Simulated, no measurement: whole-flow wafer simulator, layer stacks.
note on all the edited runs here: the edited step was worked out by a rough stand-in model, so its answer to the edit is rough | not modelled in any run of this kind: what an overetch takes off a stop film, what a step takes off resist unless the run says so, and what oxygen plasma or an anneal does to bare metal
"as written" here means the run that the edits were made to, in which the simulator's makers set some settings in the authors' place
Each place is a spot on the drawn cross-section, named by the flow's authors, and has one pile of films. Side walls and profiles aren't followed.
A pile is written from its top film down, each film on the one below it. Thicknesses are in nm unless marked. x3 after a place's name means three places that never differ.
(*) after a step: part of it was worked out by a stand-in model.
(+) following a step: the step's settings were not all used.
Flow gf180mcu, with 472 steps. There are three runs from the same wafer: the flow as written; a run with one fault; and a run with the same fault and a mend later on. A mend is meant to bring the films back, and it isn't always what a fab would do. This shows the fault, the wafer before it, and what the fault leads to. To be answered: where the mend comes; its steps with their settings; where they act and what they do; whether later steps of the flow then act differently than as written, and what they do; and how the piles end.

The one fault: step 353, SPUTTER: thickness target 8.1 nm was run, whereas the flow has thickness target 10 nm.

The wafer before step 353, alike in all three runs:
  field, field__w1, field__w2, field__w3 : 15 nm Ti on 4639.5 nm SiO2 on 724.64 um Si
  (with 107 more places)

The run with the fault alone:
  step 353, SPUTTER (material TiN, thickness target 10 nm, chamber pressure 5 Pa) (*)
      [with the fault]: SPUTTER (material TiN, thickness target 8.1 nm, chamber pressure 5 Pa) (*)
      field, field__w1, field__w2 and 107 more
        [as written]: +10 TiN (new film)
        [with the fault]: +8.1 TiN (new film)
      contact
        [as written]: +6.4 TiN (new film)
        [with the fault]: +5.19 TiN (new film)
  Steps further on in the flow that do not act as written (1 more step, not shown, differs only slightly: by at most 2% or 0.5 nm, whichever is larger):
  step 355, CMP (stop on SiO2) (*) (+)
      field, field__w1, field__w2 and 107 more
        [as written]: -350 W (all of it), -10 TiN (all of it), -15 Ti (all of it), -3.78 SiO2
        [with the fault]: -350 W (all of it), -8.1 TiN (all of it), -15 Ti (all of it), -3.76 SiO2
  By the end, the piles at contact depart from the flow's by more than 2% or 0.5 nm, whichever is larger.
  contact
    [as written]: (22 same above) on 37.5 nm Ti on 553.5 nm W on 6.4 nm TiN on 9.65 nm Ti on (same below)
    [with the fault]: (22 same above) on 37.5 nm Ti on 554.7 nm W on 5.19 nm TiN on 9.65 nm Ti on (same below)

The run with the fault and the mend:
  After step 353 comes the mend.
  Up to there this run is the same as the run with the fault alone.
  step 353a, SPUTTER (material TiN, thickness target 1.9 nm, chamber pressure 5 Pa) (*) (a further turn of the flow's step 353, with different settings)
      field, field__w1, field__w2 and 107 more
        +1.9 TiN
      contact
        +1.21 TiN
  None of the later steps of the flow acts differently than as written at any place that is followed.
  By the end, the piles equal the flow's at every place that both follow.
